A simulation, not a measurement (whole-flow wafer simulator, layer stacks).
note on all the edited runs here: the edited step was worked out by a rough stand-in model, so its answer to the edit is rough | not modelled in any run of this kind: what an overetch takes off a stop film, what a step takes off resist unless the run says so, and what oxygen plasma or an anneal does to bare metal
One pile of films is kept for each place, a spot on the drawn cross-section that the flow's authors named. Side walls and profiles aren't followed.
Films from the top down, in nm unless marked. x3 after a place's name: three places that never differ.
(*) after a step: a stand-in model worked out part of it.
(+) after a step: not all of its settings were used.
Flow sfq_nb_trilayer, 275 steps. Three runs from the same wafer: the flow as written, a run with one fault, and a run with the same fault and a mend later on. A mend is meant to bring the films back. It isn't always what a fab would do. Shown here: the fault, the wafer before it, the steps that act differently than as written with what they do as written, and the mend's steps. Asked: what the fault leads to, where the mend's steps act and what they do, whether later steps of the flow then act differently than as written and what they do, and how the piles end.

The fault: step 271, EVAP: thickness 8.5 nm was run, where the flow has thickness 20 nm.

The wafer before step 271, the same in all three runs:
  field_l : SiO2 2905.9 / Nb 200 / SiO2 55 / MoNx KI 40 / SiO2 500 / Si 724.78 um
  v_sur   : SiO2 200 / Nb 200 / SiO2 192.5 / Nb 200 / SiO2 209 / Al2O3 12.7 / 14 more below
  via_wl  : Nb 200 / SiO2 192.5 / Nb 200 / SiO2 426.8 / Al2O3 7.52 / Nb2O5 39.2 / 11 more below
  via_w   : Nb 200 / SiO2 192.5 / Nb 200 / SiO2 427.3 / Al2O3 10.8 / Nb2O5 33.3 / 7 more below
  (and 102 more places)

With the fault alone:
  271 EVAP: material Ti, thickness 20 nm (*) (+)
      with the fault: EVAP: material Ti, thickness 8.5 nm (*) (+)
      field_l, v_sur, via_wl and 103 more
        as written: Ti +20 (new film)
        with the fault: Ti +8.5 (new film)
  Later steps of the flow that act differently than as written:
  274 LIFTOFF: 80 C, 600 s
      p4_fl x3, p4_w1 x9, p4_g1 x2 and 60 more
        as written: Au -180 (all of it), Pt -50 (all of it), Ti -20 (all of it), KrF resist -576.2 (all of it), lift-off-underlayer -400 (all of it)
        with the fault: Au -180 (all of it), Pt -50 (all of it), Ti -8.5 (all of it), KrF resist -576.2 (all of it), lift-off-underlayer -400 (all of it)
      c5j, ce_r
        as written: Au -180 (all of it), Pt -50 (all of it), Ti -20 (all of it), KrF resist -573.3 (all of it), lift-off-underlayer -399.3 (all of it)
        with the fault: Au -180 (all of it), Pt -50 (all of it), Ti -8.5 (all of it), KrF resist -573.3 (all of it), lift-off-underlayer -399.3 (all of it)
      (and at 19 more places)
  At the end the piles differ from the flow's by more than 2% or 0.5 nm, whichever is larger, at field_l, v_sur, via_wl and 8 more.
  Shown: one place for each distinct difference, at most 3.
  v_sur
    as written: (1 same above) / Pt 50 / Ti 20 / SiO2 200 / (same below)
    with the fault: (1 same above) / Pt 50 / Ti 8.5 / SiO2 200 / (same below)
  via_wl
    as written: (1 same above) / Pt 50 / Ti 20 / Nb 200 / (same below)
    with the fault: (1 same above) / Pt 50 / Ti 8.5 / Nb 200 / (same below)
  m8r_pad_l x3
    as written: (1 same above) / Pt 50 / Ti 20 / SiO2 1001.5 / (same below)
    with the fault: (1 same above) / Pt 50 / Ti 8.5 / SiO2 1001.5 / (same below)

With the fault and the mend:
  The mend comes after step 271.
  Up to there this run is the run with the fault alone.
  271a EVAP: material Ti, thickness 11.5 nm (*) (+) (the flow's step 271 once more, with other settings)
      field_l, v_sur, via_wl and 103 more
        Ti +11.5
  No later step of the flow acts differently than as written at any place that is followed.
  At the end the piles are the same as the flow's at every place that both follow.
